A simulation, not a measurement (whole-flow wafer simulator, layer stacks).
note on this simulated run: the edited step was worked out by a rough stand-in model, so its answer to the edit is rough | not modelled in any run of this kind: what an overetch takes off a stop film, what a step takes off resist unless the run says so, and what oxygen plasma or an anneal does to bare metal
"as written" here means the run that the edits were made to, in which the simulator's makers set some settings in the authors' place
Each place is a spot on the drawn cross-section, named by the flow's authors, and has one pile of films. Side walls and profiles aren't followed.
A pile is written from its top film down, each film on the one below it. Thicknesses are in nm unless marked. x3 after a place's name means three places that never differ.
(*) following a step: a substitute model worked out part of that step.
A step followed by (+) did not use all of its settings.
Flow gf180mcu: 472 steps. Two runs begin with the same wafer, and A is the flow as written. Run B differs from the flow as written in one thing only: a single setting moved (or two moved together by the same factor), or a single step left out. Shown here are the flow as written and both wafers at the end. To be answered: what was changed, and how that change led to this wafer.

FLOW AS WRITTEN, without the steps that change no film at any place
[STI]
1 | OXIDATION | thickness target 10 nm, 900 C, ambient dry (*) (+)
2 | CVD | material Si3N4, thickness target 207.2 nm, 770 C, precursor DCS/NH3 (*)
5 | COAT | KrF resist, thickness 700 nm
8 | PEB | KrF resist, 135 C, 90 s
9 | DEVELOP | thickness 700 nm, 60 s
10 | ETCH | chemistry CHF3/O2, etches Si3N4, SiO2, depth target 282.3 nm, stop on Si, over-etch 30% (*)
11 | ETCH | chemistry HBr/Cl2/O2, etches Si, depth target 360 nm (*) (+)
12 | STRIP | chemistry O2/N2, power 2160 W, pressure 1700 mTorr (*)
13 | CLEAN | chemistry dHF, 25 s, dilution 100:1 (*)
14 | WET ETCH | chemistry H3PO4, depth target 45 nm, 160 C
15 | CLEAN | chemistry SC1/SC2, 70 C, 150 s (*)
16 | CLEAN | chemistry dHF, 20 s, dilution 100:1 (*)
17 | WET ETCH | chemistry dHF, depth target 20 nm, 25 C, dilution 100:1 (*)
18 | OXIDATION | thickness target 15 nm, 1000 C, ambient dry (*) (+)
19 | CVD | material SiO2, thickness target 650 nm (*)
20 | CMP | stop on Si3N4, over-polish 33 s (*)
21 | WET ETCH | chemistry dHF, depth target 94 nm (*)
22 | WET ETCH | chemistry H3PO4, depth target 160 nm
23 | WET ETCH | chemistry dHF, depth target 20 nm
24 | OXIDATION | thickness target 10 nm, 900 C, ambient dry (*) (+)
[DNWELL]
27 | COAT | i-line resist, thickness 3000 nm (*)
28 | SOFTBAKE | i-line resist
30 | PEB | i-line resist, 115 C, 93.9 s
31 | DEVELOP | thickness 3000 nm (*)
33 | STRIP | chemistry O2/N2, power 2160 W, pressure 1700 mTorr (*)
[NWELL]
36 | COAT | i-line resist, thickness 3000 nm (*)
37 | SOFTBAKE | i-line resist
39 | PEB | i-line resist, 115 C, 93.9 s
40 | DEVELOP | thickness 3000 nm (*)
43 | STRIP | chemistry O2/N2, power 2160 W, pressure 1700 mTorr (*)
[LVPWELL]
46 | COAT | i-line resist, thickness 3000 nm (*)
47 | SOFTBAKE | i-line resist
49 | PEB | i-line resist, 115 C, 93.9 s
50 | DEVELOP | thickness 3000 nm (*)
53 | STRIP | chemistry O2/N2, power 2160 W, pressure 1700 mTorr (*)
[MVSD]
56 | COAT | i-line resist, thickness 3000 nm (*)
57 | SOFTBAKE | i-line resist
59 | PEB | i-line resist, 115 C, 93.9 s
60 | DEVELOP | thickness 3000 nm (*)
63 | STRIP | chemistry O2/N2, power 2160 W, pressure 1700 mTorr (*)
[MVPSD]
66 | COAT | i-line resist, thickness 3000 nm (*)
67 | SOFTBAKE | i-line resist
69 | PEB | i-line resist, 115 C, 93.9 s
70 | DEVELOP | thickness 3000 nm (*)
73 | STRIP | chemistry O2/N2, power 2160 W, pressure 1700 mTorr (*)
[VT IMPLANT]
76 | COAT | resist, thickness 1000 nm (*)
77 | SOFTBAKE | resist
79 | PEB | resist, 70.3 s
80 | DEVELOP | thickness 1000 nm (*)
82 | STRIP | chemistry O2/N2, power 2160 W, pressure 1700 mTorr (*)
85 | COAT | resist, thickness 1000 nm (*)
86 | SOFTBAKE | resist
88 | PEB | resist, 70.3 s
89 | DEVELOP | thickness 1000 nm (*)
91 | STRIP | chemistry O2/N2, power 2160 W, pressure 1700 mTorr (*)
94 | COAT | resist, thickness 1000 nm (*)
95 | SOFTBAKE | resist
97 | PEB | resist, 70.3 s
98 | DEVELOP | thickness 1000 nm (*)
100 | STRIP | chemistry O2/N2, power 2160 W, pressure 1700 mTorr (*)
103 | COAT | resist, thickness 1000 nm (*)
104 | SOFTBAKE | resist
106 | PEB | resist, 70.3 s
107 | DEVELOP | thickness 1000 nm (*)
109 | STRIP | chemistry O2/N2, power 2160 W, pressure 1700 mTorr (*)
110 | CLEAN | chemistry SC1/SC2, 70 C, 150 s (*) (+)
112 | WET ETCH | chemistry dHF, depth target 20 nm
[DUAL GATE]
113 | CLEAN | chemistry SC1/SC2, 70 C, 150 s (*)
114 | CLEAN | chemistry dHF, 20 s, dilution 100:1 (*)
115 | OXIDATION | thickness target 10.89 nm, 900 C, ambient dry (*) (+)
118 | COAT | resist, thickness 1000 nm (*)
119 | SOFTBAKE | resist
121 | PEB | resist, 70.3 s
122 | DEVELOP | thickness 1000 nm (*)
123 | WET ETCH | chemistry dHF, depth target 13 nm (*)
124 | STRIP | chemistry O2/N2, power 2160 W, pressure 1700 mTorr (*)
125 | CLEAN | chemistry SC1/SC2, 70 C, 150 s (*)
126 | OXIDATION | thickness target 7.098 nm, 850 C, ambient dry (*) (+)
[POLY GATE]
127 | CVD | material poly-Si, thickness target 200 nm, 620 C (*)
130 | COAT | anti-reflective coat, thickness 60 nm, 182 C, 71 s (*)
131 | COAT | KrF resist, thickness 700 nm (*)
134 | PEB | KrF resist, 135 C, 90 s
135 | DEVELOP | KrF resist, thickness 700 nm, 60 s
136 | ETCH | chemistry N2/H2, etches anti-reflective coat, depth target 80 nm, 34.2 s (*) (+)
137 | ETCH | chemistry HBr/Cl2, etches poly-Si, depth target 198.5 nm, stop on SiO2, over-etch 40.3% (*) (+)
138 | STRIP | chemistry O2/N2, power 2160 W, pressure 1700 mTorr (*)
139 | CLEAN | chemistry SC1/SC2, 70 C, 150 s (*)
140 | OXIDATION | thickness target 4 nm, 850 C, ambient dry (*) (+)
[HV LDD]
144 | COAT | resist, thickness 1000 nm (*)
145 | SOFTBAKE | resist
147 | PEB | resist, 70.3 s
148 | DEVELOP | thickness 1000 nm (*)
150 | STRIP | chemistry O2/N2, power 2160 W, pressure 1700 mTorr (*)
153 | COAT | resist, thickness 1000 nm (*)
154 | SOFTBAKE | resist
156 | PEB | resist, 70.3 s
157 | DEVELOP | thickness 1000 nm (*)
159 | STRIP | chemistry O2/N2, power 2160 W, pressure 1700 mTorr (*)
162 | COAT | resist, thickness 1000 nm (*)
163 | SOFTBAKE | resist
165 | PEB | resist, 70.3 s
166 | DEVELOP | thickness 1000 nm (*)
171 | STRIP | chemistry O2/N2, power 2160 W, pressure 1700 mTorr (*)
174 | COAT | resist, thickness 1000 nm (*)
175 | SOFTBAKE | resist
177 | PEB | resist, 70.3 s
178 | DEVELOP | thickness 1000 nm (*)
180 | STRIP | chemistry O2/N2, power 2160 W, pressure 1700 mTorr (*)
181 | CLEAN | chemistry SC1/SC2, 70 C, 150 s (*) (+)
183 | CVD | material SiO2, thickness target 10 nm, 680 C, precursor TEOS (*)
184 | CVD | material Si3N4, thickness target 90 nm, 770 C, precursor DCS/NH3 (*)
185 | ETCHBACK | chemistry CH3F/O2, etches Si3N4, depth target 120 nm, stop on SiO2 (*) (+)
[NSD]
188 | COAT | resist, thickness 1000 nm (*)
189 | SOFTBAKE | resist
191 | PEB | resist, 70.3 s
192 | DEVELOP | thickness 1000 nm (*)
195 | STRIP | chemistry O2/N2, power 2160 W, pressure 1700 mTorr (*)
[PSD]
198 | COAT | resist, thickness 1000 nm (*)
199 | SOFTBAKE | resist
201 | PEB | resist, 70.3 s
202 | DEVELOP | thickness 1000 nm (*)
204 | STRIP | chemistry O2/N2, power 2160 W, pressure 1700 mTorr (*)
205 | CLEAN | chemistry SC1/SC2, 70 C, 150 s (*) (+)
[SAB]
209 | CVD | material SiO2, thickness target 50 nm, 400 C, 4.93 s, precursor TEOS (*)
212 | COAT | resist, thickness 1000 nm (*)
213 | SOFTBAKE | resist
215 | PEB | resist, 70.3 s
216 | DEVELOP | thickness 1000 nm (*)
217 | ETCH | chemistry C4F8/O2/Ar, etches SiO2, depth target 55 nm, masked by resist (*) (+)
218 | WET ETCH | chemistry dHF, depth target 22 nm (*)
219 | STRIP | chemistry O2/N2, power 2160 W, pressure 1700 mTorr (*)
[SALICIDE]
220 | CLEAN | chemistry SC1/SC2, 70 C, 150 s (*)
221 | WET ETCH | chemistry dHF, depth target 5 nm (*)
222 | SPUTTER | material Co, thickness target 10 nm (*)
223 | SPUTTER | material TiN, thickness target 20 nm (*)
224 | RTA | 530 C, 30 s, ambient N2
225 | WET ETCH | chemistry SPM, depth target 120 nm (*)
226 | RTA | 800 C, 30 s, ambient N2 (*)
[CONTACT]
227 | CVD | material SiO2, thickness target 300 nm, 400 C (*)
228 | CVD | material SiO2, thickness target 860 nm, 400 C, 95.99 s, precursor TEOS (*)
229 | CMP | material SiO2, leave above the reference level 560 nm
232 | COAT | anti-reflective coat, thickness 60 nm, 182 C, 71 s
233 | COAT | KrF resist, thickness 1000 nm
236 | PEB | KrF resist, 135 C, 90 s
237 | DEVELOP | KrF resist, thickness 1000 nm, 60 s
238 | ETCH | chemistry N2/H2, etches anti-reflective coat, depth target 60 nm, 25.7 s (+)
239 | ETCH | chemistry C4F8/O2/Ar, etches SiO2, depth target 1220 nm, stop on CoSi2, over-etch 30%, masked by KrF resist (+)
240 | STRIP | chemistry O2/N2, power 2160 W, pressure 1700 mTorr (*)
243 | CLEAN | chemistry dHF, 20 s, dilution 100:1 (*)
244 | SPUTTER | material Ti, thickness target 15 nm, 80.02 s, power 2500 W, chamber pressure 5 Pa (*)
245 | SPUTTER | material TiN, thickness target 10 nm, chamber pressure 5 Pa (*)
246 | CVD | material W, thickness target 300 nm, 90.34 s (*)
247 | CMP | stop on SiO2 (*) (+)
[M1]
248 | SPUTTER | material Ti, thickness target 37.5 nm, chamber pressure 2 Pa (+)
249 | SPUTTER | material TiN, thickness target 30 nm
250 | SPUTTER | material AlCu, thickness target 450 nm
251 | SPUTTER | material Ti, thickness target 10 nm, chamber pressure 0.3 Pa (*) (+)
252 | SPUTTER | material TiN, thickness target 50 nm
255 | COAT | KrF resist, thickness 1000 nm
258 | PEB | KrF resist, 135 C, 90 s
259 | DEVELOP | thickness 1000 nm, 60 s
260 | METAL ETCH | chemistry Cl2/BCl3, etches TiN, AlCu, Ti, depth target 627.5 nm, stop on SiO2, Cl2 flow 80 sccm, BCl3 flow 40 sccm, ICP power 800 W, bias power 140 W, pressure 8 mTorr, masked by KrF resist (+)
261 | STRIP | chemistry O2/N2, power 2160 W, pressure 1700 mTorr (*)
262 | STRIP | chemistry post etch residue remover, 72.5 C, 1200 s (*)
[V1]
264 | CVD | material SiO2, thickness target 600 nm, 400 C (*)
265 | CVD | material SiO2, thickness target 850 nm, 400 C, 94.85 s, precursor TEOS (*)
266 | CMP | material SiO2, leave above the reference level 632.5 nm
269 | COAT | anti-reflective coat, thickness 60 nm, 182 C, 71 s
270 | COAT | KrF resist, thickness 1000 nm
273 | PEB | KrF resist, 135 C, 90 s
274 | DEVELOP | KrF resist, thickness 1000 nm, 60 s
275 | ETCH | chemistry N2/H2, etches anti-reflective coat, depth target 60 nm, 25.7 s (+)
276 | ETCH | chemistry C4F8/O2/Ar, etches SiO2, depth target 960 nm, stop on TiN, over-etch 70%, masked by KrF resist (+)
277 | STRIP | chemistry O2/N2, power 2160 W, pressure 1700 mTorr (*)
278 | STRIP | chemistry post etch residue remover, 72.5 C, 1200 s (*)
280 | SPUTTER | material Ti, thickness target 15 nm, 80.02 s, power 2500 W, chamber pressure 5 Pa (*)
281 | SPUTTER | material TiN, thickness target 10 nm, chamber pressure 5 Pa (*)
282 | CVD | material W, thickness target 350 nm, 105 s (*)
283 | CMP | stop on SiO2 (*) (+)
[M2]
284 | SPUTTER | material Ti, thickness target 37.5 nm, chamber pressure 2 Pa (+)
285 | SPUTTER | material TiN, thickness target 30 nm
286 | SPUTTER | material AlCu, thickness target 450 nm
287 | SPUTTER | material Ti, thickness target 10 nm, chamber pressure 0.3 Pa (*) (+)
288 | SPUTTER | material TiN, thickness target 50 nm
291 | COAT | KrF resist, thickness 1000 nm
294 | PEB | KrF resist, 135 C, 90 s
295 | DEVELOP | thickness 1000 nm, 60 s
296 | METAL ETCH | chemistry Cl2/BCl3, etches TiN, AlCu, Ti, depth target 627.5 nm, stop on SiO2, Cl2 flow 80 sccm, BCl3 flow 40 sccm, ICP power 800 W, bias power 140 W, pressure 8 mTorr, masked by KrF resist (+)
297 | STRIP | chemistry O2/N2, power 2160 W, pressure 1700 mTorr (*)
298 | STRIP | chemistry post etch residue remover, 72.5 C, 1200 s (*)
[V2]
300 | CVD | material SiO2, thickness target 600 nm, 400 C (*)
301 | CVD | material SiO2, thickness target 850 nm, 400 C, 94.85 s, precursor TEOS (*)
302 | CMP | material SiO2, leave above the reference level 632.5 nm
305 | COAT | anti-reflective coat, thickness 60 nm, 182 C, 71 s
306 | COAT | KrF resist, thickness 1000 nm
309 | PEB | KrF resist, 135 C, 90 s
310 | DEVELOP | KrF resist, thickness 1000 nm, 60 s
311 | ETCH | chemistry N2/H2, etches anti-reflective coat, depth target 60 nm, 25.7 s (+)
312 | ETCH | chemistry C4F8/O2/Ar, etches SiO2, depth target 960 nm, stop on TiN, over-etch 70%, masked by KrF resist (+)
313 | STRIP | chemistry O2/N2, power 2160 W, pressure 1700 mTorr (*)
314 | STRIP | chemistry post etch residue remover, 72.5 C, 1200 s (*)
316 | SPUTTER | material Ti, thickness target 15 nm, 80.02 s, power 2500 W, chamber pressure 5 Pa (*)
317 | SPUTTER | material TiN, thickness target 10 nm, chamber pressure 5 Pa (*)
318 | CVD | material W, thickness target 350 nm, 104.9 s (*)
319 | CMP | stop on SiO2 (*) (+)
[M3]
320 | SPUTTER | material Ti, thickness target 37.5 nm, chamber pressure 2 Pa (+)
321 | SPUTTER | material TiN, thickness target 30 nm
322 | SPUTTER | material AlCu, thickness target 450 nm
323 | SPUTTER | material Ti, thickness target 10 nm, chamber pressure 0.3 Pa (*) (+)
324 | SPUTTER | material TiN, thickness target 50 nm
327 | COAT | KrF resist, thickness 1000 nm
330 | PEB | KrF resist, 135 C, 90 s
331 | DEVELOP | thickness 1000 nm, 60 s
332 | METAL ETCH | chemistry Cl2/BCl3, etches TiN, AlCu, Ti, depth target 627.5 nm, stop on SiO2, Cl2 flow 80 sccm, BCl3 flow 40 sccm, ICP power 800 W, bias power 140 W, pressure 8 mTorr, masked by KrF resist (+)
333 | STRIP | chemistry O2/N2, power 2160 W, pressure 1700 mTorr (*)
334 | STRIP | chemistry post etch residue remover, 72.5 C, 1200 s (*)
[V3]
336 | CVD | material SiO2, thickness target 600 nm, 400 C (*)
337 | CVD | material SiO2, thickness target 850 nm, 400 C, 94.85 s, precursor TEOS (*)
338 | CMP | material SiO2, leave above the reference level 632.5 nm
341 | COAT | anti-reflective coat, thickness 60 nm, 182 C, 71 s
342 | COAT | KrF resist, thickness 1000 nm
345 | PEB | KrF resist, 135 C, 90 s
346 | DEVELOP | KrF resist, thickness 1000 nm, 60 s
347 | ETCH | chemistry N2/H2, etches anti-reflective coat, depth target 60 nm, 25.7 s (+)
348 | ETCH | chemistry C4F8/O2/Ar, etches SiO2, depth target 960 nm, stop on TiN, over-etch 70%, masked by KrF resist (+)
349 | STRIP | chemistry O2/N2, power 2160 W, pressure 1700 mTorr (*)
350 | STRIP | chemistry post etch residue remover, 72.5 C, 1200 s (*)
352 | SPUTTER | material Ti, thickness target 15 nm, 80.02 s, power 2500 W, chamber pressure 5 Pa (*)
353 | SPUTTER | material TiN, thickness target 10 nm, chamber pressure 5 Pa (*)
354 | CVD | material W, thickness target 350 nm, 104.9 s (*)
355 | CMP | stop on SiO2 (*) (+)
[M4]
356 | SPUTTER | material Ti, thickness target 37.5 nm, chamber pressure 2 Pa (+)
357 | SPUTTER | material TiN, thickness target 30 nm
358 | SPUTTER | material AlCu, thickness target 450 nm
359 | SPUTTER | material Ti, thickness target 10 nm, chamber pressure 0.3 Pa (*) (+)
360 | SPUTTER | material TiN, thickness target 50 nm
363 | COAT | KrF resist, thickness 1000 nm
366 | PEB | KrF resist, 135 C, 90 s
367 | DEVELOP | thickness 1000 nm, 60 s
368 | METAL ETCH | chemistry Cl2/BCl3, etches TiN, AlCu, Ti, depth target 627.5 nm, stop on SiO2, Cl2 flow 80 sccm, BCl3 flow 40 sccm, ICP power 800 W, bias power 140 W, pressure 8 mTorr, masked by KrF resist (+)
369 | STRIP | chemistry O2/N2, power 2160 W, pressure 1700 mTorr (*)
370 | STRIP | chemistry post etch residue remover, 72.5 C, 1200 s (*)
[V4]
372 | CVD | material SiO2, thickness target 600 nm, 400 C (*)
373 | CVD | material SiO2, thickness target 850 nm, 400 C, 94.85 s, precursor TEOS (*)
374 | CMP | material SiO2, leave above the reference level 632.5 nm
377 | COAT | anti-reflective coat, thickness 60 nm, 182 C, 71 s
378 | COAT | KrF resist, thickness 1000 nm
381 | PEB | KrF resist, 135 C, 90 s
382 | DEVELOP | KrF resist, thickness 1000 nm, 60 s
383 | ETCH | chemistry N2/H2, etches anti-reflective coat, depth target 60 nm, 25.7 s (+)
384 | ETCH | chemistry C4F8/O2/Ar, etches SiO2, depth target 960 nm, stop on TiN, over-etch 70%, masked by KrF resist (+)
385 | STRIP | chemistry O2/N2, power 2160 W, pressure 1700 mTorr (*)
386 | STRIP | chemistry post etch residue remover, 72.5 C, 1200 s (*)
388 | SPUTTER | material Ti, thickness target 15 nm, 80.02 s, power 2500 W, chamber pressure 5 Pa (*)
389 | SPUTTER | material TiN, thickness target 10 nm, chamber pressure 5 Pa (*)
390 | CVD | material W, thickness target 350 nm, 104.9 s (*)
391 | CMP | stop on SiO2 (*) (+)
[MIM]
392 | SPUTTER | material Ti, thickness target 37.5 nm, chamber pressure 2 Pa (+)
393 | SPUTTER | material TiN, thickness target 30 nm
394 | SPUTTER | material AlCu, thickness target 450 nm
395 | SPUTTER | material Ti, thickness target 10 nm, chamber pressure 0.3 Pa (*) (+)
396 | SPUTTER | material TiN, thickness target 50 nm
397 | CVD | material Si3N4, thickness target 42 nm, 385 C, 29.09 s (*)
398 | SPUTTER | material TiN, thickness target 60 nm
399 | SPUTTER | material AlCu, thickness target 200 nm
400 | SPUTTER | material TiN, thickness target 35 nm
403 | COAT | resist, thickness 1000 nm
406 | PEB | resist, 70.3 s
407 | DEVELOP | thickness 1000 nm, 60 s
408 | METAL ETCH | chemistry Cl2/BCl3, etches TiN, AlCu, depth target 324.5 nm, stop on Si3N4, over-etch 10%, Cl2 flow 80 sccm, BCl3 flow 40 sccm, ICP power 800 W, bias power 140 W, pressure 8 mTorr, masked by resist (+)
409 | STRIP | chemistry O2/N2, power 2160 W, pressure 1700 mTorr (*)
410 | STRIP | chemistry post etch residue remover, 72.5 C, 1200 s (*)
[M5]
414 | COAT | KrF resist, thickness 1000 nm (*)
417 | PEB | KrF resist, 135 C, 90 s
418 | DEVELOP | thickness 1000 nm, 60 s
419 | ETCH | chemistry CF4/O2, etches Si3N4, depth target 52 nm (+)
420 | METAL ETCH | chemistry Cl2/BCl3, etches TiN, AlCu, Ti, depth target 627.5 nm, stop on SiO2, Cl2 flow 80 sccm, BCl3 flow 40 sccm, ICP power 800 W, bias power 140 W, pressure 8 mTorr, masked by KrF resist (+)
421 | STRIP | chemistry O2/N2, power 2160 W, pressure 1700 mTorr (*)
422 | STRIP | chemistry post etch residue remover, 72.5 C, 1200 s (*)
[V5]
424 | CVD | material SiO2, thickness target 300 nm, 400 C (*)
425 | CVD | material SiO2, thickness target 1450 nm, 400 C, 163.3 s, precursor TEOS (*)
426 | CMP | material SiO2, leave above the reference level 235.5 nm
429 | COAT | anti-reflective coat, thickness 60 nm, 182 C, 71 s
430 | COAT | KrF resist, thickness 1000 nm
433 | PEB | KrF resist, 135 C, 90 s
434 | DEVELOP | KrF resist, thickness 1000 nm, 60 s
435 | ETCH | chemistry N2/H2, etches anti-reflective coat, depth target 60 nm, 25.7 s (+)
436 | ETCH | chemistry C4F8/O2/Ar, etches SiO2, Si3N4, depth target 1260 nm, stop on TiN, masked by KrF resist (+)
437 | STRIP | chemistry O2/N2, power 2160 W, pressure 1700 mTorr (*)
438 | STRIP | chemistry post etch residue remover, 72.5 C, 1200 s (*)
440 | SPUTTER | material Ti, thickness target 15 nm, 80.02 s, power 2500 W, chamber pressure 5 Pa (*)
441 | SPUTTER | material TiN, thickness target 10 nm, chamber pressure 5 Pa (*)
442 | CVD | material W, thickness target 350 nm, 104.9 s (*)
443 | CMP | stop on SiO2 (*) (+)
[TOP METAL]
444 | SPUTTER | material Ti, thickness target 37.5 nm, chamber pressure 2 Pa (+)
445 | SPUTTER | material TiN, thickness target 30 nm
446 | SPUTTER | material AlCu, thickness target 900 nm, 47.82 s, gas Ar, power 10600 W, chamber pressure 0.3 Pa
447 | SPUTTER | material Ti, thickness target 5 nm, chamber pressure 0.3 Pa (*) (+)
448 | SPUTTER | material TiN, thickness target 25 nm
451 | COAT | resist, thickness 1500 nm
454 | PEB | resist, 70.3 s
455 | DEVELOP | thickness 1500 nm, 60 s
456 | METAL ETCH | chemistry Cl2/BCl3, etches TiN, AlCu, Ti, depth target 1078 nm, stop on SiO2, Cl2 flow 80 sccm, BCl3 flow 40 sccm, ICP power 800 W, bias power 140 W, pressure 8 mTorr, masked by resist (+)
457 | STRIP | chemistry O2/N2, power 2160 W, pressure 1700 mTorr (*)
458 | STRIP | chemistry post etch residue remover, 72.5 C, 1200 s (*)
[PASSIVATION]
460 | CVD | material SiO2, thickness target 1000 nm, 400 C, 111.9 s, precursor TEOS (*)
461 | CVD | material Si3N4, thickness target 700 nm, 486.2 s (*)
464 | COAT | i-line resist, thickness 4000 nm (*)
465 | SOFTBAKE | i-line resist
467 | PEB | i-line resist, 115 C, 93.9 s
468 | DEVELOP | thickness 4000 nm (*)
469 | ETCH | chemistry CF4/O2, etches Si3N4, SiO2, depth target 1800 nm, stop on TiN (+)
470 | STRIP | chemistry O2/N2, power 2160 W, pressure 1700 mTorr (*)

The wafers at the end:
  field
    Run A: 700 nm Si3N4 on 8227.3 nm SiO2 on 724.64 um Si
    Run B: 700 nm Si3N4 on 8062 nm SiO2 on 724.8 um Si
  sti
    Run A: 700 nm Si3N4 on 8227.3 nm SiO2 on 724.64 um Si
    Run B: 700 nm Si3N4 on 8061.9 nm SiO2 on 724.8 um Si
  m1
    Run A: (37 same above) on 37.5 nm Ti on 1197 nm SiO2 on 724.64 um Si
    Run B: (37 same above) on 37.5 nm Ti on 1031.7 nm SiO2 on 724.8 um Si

The reason: step 11, ETCH: depth target 194 nm was run, whereas the flow has depth target 360 nm.

The path from the change to this, step by step:
  11 | ETCH | chemistry HBr/Cl2/O2, etches Si, depth target 360 nm (*) (+)
      active, n_well, p_well and 40 more: A -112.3 KrF resist | B -57 KrF resist
      field, field_sub, sti and 34 more: A -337 Si | B -171 Si
  12 | STRIP | chemistry O2/N2, power 2160 W, pressure 1700 mTorr (*)
      active, n_well, p_well and 40 more: A -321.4 KrF resist (all of it) | B -376.7 KrF resist (all of it)
  19 | CVD | material SiO2, thickness target 650 nm (*)
      m1, ld_fp_n, ld_drift_n and 8 more: A +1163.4 SiO2 | B +997.4 SiO2
  20 | CMP | stop on Si3N4, over-polish 33 s (*)
      sti, mim_1p0, pad and 11 more: A -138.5 SiO2 | B -304.5 SiO2
      nw_enc_fld, nw_enc_fld_lv: A -142.5 SiO2 | B -308.5 SiO2
      (as well as at 10 more places)
  24 | OXIDATION | thickness target 10 nm, 900 C, ambient dry (*) (+)
      field, mim, npoly_sal, nw_sep_fld: A +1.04 SiO2, -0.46 Si | B +1.55 SiO2, -0.68 Si
      npoly_u, ppoly_u, ppoly_sal, m1_nw: A +1.03 SiO2, -0.45 Si | B +1.54 SiO2, -0.68 Si
      (as well as at 3 more places)
  115 | OXIDATION | thickness target 10.89 nm, 900 C, ambient dry (*) (+)
      sti, mim_1p0, pad and 18 more: A +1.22 SiO2, -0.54 Si | B +1.85 SiO2, -0.81 Si
      field, field__w1, field__w2 and 6 more: A +1.25 SiO2, -0.55 Si | B +1.91 SiO2, -0.84 Si
      (as well as at 19 more places)
  189 | SOFTBAKE | resist
      field__w9: A +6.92 resist | B -3.07 resist
      active_hv: A +2.68 resist | B -0.5 resist
      (as well as at 1 more place)
  199 | SOFTBAKE | resist
      field__w9: A +6.92 resist | B -3.07 resist
      active_hv: A +2.68 resist | B -0.5 resist
      (as well as at 1 more place)
